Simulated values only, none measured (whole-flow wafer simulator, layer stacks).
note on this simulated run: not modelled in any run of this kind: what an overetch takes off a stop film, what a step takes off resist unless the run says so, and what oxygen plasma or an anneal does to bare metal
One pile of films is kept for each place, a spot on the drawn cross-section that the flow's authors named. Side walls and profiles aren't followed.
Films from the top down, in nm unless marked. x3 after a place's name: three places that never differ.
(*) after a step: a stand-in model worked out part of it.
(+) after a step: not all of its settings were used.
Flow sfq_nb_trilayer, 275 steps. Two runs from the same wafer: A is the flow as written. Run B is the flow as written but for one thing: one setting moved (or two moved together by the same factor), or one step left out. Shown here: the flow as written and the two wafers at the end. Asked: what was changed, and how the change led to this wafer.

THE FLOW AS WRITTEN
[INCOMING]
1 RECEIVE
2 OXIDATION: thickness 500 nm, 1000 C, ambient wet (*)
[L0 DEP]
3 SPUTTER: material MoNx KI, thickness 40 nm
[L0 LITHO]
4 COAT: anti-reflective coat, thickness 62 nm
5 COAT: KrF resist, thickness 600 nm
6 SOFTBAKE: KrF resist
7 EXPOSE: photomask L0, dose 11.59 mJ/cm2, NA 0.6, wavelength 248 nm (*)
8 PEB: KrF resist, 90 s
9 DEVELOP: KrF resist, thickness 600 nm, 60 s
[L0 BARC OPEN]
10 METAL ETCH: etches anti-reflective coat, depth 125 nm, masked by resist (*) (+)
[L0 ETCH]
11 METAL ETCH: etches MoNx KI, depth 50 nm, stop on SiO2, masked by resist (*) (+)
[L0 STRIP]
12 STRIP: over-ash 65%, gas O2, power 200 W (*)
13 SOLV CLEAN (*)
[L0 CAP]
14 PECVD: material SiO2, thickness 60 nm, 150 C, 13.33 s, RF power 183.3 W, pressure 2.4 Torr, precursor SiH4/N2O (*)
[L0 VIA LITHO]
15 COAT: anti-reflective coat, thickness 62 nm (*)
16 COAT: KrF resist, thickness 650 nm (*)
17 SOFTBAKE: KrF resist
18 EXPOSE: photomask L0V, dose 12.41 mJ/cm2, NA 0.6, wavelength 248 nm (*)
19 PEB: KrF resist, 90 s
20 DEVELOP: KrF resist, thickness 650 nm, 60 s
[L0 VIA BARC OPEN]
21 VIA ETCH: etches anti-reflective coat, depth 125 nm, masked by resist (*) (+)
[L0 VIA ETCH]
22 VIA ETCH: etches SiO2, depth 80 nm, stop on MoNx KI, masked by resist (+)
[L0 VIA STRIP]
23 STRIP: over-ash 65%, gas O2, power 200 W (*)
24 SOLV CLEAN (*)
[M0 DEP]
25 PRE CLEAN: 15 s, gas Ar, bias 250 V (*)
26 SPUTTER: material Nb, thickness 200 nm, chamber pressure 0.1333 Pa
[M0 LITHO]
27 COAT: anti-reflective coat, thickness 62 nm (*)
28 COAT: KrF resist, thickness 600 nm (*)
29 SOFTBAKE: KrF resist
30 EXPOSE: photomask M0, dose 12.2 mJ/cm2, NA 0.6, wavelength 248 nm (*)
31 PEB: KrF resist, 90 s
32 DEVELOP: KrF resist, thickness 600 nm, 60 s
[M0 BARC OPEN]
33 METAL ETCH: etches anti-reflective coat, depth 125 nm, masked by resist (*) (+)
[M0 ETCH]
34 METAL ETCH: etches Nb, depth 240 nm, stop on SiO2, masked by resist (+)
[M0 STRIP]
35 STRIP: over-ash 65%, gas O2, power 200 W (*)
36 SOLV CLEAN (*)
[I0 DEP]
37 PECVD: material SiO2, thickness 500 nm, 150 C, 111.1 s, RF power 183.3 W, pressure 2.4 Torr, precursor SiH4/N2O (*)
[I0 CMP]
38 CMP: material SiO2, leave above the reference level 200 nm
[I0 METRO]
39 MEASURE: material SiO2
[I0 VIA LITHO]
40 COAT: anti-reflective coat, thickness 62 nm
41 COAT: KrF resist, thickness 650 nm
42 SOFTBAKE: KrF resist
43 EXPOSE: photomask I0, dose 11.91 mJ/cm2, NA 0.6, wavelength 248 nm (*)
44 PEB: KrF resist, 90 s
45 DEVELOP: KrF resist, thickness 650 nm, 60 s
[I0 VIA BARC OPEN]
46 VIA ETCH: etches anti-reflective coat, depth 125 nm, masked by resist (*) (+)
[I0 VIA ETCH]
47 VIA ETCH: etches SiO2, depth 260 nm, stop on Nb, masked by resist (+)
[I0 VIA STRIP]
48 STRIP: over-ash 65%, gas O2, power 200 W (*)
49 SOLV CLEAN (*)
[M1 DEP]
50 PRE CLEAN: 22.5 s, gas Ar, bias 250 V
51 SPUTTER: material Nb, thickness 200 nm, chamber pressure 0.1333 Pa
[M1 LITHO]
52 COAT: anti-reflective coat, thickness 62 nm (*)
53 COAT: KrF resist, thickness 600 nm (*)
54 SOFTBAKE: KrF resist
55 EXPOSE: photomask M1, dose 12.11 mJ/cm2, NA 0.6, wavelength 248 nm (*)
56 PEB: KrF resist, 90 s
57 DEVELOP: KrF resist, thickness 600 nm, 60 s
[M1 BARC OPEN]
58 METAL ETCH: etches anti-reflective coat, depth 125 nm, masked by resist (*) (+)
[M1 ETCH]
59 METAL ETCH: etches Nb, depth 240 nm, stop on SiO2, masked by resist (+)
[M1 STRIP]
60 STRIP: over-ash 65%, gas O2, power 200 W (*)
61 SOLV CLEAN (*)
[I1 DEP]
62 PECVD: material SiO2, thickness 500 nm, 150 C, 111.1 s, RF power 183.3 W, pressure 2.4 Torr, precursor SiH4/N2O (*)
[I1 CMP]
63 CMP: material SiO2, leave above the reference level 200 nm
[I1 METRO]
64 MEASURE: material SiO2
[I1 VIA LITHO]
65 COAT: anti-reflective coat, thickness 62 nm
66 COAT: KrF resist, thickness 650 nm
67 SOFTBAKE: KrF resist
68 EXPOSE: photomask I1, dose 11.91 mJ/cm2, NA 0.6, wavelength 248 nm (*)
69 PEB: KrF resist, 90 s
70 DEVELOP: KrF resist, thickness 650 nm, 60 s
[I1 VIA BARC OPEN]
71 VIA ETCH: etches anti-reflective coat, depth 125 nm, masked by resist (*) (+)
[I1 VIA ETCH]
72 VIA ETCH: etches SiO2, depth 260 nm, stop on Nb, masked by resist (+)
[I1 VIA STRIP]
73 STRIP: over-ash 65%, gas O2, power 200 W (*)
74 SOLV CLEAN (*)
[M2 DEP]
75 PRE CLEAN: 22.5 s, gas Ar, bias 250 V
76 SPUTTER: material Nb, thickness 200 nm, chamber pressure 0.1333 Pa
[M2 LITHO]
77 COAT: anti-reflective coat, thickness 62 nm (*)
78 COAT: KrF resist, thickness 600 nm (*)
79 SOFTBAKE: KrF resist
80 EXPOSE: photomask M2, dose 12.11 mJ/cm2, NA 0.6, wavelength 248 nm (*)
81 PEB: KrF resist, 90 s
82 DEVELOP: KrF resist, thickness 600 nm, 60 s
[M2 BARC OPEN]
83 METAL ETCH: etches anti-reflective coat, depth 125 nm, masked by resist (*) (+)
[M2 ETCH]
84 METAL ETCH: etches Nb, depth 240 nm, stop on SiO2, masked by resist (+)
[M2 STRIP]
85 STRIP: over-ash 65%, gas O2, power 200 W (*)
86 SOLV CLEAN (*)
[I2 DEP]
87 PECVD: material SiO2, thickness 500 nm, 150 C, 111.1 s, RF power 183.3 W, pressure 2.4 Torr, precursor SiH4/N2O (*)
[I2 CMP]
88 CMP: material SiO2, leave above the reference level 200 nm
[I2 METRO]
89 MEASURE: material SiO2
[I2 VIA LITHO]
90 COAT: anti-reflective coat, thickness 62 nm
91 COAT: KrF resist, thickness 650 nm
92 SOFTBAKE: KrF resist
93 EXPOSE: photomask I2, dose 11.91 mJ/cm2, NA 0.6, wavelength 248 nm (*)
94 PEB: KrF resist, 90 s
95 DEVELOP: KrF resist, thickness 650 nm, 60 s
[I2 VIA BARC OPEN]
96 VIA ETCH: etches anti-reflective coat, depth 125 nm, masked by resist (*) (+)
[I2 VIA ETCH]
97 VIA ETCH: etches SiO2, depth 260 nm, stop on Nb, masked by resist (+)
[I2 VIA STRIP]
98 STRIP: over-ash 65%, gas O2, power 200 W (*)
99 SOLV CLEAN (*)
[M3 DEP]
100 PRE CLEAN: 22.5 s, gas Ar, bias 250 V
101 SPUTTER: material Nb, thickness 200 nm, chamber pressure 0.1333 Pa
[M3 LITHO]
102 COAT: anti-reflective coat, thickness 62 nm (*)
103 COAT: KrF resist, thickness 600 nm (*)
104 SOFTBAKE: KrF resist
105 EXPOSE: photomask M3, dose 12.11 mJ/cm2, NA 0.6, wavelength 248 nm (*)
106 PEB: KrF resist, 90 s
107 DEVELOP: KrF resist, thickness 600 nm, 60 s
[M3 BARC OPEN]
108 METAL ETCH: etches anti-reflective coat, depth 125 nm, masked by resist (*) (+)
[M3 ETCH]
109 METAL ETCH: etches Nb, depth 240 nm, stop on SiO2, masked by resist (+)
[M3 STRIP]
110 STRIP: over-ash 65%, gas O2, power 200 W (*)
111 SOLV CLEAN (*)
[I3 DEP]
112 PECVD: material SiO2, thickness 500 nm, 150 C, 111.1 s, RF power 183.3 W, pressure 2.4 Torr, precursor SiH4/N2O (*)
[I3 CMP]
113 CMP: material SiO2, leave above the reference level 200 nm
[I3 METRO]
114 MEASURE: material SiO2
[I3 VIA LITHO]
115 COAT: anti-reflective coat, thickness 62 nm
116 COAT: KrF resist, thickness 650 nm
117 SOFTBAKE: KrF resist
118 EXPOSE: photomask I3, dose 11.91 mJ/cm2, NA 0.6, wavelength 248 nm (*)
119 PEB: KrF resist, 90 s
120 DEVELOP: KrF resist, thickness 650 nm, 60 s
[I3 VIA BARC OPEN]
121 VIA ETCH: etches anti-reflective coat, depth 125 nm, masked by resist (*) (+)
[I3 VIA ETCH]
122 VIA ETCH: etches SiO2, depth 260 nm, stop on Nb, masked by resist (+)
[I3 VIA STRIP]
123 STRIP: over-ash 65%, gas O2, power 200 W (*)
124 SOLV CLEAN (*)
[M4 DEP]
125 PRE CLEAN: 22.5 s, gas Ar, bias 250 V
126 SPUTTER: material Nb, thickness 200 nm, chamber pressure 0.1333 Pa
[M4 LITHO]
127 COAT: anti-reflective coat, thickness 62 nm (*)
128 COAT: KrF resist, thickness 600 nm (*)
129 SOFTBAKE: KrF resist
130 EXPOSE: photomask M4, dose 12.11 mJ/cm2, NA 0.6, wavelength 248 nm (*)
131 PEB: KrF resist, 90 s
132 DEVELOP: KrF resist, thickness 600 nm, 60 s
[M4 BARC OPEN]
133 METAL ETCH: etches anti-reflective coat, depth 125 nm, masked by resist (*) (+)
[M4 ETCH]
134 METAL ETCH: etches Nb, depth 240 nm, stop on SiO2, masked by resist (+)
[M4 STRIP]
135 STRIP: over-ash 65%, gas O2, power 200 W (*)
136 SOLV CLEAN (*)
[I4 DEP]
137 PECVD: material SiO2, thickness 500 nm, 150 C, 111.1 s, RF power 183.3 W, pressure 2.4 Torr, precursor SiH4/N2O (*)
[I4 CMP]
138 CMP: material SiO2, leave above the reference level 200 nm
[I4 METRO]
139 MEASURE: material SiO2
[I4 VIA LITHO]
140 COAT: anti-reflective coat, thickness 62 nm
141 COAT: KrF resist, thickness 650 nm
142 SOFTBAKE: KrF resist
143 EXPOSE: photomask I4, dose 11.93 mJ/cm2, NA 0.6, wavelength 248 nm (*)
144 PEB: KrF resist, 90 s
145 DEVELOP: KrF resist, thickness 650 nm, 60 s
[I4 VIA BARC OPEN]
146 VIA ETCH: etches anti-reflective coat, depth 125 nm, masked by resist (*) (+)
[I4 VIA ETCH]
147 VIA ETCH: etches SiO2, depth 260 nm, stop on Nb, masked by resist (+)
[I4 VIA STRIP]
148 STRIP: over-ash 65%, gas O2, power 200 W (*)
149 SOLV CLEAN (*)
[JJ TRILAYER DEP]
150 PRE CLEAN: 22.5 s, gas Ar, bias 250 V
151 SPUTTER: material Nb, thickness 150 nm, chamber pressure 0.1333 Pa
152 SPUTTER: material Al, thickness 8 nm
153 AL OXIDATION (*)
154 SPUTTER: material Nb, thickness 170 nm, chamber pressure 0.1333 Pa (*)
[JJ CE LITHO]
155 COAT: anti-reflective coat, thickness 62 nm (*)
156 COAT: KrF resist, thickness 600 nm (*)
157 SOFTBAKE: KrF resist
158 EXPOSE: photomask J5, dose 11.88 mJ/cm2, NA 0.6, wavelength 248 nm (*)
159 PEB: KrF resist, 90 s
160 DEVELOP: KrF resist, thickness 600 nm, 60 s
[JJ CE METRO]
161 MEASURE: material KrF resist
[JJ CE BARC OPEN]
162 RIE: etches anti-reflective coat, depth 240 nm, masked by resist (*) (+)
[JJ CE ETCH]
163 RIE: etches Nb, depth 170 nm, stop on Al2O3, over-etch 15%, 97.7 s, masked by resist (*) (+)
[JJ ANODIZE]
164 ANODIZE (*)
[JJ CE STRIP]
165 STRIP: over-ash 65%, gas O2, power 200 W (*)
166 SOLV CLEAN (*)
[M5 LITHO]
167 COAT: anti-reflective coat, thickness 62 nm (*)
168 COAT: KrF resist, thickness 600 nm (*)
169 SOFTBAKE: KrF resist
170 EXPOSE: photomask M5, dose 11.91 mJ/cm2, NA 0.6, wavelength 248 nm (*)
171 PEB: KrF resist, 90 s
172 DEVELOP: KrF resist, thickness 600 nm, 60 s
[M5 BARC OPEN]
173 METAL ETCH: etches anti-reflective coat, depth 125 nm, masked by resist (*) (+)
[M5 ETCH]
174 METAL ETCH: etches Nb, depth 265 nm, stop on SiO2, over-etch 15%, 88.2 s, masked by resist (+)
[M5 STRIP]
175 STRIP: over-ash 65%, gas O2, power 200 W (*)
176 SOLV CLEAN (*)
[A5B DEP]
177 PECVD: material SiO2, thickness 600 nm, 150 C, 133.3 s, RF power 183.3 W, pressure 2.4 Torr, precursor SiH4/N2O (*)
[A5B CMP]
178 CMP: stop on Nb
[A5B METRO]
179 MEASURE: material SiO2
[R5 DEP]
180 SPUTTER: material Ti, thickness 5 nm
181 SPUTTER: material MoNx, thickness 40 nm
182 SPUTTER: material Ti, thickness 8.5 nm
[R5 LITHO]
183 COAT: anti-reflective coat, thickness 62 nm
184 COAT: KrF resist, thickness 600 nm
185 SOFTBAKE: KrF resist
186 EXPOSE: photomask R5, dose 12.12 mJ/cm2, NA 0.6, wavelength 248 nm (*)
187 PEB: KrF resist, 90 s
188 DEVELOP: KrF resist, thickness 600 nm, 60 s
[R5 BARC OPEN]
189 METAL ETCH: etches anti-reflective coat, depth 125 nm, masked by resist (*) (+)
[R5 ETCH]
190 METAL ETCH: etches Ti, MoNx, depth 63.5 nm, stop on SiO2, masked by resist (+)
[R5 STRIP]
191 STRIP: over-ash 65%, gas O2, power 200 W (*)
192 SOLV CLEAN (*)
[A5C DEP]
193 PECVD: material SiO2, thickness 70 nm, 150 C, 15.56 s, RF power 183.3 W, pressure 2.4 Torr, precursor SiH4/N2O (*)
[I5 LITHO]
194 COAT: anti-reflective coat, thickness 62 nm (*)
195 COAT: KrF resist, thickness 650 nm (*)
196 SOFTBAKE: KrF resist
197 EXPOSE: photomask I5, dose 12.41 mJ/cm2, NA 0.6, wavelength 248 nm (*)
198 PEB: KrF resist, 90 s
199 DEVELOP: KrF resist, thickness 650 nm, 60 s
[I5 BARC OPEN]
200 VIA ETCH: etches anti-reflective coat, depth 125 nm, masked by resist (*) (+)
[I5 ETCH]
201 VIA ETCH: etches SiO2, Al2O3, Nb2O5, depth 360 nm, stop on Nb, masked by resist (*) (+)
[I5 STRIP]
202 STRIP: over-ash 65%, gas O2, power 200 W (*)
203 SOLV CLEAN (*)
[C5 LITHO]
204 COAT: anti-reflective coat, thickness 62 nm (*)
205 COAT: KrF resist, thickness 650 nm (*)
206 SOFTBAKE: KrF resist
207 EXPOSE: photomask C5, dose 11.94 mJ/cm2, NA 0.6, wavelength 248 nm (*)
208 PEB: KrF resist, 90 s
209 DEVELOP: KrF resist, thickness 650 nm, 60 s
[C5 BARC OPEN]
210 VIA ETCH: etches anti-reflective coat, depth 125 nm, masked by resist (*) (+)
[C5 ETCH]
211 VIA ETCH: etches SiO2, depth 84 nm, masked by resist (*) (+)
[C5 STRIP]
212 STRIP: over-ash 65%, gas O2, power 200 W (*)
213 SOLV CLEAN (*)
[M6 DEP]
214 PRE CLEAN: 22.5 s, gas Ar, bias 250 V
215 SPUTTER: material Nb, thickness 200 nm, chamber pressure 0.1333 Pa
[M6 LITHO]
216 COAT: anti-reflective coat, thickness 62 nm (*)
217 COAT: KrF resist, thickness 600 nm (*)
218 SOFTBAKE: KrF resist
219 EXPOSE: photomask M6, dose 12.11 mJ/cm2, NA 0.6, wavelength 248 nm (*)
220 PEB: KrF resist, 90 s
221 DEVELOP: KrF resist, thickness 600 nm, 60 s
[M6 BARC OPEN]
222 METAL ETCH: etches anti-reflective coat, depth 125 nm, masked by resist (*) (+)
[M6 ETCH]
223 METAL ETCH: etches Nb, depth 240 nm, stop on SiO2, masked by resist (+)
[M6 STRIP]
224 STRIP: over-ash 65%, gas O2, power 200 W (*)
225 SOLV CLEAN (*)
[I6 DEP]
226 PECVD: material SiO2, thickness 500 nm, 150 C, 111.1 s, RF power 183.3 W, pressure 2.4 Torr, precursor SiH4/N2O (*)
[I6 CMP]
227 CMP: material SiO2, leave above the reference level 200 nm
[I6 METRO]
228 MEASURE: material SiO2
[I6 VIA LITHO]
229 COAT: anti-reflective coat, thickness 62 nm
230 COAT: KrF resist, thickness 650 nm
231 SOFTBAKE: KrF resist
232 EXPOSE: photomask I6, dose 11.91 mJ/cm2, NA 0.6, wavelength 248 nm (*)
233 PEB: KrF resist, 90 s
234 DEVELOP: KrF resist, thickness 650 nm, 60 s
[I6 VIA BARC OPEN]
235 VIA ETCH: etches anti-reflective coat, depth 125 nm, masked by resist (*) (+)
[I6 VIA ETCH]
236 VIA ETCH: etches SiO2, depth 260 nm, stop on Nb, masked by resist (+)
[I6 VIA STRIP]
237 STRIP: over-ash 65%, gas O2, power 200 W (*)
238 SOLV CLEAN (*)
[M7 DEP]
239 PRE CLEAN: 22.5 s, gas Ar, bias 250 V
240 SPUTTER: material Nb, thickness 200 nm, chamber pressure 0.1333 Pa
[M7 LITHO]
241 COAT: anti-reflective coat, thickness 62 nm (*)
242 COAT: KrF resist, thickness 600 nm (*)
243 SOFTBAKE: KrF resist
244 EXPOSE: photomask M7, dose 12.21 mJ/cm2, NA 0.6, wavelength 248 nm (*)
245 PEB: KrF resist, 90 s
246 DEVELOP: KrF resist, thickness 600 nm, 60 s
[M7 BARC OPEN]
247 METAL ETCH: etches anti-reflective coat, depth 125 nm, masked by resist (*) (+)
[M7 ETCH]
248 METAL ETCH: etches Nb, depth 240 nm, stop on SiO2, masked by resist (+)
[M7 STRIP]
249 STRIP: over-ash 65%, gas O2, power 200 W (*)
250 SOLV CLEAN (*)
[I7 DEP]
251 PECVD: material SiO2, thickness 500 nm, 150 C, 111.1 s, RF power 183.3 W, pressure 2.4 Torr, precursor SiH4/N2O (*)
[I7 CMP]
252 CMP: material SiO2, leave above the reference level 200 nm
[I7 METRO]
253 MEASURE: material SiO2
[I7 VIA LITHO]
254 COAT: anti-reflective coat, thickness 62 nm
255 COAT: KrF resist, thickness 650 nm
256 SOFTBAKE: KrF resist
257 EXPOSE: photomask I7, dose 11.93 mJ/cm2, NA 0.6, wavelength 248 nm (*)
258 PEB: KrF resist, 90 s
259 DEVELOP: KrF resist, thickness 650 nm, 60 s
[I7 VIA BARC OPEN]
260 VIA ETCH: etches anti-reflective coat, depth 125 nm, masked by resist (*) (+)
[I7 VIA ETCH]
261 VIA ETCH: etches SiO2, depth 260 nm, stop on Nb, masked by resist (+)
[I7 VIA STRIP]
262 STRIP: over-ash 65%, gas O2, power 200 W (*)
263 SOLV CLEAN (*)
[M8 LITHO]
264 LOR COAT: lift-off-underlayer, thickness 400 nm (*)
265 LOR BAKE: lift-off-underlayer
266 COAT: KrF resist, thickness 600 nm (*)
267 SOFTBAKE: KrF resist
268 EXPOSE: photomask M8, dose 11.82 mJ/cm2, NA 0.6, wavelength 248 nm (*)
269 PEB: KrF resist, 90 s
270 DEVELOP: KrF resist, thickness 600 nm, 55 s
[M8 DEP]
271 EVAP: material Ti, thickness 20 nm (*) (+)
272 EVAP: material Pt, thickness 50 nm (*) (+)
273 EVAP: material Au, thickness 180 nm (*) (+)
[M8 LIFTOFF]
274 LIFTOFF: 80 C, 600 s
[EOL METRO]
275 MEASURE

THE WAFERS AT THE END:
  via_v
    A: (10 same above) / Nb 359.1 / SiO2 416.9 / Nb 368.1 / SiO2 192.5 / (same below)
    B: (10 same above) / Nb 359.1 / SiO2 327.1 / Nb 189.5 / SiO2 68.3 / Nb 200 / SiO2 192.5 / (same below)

The cause: step 72, VIA ETCH: depth 124 nm was run, where the flow has depth 260 nm.

How the change led to this, step by step:
  72 VIA ETCH: etches SiO2, depth 260 nm, stop on Nb, masked by resist (+)
      via_v: A SiO2 -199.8 (all of it) | B SiO2 -124
      field_l, v_sur, via_wl and 102 more: A KrF resist -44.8 | B KrF resist -21.4
  73 STRIP: over-ash 65%, gas O2, power 200 W (*)
      field_l, v_sur, via_wl and 102 more: A KrF resist -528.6 (all of it), anti-reflective coat -62 (all of it) | B KrF resist -552.1 (all of it), anti-reflective coat -62 (all of it)
  75 PRE CLEAN: 22.5 s, gas Ar, bias 250 V
      via_v: A Nb -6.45 | B SiO2 -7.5
  76 SPUTTER: material Nb, thickness 200 nm, chamber pressure 0.1333 Pa
      via_v: A Nb +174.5 | B Nb +189.5 (new film)
  77 COAT: anti-reflective coat, thickness 62 nm (*)
      via_sp: A anti-reflective coat +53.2 (new film) | B anti-reflective coat +54.8 (new film)
      via_v: A anti-reflective coat +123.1 (new film) | B anti-reflective coat +106.1 (new film)
      (and at 1 more place)
  78 COAT: KrF resist, thickness 600 nm (*)
      via_v: A KrF resist +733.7 (new film) | B KrF resist +673 (new film)
  85 STRIP: over-ash 65%, gas O2, power 200 W (*)
      via_sp: A KrF resist -374.4 (all of it), anti-reflective coat -53.2 (all of it) | B KrF resist -379.3 (all of it), anti-reflective coat -54.8 (all of it)
      via_v: A KrF resist -515.8 (all of it), anti-reflective coat -123.1 (all of it) | B KrF resist -455.2 (all of it), anti-reflective coat -106.1 (all of it)
      (and at 1 more place)
  87 PECVD: material SiO2, thickness 500 nm, 150 C, 111.1 s, RF power 183.3 W, pressure 2.4 Torr, precursor SiH4/N2O (*)
      via_v: A SiO2 +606 (new film) | B SiO2 +500 (new film)
  88 CMP: material SiO2, leave above the reference level 200 nm
      via_v: A SiO2 -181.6 | B SiO2 -165.4
Counting metal films that touch as one body, via_v has 7 bodies (between them, from the top down: SiO2 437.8; SiO2 209 / Al2O3 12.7 / Nb2O5 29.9; SiO2 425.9; SiO2 327.1; SiO2 68.3; SiO2 192.5); the flow as written gives 6 bodies (between them, from the top down: SiO2 437.8; SiO2 209 / Al2O3 12.7 / Nb2O5 29.9; SiO2 425.9; SiO2 416.9; SiO2 192.5).
